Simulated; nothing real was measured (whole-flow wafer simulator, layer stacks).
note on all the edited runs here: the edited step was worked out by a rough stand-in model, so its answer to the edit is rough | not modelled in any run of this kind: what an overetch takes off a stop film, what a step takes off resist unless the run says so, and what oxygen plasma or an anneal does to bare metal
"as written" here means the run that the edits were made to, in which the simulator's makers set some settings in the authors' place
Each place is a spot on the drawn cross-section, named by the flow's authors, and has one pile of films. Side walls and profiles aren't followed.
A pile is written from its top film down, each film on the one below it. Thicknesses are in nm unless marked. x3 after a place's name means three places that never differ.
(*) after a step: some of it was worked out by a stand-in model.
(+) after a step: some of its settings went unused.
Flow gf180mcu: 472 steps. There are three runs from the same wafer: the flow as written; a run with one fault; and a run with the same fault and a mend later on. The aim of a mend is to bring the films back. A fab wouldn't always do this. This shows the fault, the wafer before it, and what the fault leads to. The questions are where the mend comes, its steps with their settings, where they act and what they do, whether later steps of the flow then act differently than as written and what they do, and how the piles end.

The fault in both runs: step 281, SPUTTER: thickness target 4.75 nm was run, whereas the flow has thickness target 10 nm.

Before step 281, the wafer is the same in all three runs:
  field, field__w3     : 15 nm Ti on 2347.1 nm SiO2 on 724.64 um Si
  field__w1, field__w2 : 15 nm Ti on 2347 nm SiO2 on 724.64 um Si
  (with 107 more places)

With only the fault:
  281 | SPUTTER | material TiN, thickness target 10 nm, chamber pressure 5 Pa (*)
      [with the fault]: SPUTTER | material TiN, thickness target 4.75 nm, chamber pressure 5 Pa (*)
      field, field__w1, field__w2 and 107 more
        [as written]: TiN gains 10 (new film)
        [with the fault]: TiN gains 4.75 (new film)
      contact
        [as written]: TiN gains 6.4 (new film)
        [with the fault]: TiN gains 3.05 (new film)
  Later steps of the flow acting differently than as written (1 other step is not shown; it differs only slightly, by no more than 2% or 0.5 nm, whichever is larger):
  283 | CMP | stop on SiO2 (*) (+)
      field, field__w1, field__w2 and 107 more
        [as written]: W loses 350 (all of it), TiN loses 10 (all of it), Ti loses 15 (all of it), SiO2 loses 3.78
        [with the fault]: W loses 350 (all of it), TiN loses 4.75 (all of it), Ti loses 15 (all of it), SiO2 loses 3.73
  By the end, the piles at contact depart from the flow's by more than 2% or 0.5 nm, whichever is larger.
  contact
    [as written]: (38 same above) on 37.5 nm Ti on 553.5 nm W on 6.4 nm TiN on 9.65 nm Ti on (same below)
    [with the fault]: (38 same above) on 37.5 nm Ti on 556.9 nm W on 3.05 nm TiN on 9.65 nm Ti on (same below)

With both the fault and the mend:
  The mend follows step 281.
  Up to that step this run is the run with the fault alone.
  281a | SPUTTER | material TiN, thickness target 5.25 nm, chamber pressure 5 Pa (*) (a further turn of the flow's step 281, with different settings)
      field, field__w1, field__w2 and 107 more
        TiN gains 5.25
      contact
        TiN gains 3.36
  None of the later steps of the flow acts differently than as written at any place that is followed.
  At every place that both follow, the piles at the end match the flow's.
